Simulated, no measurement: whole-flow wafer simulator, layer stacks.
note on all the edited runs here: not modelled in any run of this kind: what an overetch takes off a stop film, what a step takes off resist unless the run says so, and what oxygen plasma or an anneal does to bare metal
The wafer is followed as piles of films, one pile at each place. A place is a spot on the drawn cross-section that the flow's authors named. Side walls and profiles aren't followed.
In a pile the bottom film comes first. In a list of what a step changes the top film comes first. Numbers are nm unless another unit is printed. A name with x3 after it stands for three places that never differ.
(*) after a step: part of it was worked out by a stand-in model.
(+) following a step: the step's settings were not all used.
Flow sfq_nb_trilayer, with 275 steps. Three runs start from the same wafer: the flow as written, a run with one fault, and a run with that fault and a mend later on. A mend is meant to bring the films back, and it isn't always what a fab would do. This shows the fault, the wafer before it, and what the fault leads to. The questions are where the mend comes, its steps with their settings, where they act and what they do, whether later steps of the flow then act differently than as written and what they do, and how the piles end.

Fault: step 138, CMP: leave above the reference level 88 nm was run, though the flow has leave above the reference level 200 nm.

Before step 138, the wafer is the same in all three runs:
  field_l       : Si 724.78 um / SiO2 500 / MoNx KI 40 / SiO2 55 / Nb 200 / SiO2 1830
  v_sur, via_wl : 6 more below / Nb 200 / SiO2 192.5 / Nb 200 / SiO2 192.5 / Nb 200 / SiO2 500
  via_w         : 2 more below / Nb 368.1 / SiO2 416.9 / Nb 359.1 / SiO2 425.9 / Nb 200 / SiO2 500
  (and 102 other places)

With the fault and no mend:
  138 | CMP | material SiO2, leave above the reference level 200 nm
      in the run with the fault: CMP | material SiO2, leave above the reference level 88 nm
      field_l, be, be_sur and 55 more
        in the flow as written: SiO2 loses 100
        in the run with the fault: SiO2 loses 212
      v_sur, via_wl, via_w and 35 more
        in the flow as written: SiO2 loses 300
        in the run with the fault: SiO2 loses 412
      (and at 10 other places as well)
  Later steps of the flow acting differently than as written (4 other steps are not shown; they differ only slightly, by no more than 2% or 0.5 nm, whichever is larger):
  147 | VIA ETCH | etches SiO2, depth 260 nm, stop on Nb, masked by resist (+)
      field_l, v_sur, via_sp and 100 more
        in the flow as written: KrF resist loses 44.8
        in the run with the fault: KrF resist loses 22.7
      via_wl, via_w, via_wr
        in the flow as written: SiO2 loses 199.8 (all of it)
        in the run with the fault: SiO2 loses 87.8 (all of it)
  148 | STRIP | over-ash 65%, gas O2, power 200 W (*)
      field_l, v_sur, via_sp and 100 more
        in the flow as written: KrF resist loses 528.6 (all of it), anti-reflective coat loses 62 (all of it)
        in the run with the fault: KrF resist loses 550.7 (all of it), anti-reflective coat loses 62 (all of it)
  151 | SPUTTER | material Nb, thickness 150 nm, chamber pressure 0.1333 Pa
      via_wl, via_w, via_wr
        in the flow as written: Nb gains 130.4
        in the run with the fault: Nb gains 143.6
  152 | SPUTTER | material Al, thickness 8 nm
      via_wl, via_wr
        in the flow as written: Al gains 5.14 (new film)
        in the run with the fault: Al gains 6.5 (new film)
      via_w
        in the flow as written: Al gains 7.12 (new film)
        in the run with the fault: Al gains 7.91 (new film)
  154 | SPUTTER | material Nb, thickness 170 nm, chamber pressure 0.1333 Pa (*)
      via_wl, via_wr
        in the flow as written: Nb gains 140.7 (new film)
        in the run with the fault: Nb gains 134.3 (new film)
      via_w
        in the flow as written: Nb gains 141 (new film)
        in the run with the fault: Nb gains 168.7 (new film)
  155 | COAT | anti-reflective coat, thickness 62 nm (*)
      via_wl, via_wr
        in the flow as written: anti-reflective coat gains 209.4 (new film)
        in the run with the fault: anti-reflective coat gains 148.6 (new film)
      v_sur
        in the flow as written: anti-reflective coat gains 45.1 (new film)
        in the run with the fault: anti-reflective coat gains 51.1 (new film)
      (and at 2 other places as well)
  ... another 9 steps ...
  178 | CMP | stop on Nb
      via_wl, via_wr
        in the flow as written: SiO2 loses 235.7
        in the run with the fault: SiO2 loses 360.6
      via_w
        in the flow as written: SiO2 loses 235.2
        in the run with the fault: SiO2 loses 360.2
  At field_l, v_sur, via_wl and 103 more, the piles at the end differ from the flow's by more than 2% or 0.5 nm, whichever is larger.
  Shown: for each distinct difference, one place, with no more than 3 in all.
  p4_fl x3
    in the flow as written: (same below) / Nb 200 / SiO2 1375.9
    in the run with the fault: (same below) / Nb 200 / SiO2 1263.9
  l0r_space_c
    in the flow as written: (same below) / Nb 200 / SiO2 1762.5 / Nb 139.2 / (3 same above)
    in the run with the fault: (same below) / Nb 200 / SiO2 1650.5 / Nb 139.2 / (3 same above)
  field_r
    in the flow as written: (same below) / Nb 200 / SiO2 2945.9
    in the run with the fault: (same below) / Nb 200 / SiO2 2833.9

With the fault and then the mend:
  The mend follows step 139.
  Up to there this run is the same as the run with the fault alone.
  139a | PECVD | material SiO2, thickness 112 nm, 150 C, 24.89 s, RF power 183.3 W, pressure 2.4 Torr, precursor SiH4/N2O (the flow's step 137 again, with other settings)
      field_l, v_sur, via_wl and 103 more
        SiO2 gains 112
  Later steps of the flow that are run all act as written at every place that is followed.
  By the end, the piles equal the flow's at every place that both follow.
